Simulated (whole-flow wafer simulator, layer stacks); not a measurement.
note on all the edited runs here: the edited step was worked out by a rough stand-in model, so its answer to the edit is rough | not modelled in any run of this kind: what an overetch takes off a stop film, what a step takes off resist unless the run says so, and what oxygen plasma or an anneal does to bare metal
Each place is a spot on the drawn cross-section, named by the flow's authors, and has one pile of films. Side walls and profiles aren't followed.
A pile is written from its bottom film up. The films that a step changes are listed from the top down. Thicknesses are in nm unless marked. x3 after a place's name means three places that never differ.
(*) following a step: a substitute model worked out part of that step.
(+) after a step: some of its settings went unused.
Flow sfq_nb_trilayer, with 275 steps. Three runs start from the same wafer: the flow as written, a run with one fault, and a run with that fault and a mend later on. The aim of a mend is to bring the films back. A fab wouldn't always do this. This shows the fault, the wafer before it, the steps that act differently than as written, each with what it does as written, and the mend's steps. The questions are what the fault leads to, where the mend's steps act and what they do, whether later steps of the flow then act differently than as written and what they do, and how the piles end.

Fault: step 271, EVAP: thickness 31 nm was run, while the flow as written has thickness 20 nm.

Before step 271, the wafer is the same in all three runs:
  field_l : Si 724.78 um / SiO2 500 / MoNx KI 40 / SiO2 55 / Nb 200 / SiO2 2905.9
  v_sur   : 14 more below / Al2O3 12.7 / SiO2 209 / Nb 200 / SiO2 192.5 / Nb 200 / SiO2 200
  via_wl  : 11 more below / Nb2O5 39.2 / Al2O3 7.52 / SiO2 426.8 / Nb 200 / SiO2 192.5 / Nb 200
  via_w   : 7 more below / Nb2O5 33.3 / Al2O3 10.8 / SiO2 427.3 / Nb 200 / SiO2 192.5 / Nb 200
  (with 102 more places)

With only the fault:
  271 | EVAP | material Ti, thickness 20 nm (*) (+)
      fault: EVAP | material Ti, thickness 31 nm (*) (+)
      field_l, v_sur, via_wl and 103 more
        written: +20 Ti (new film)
        fault: +31 Ti (new film)
  Steps later in the flow that act otherwise than as written:
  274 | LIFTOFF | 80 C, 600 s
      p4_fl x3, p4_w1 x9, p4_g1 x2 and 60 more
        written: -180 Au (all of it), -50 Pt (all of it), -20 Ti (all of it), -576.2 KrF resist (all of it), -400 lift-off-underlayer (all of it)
        fault: -180 Au (all of it), -50 Pt (all of it), -31 Ti (all of it), -576.2 KrF resist (all of it), -400 lift-off-underlayer (all of it)
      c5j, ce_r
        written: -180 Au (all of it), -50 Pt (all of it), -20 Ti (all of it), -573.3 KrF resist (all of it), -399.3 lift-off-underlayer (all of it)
        fault: -180 Au (all of it), -50 Pt (all of it), -31 Ti (all of it), -573.3 KrF resist (all of it), -399.3 lift-off-underlayer (all of it)
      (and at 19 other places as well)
  At field_l, v_sur, via_wl and 8 more, the piles at the end differ from the flow's by more than 2% or 0.5 nm, whichever is larger.
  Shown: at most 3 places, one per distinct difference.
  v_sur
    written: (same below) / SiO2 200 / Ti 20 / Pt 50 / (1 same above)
    fault: (same below) / SiO2 200 / Ti 31 / Pt 50 / (1 same above)
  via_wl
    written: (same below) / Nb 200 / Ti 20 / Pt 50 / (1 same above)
    fault: (same below) / Nb 200 / Ti 31 / Pt 50 / (1 same above)
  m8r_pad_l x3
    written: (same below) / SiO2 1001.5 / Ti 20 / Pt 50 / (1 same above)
    fault: (same below) / SiO2 1001.5 / Ti 31 / Pt 50 / (1 same above)

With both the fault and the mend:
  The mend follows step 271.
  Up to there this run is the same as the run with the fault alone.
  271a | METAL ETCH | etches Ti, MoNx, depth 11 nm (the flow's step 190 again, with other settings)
      field_l, v_sur, via_wl and 103 more
        -11 Ti
  None of the later steps of the flow acts differently than as written at any place that is followed.
  By the end, the piles equal the flow's at every place that both follow.
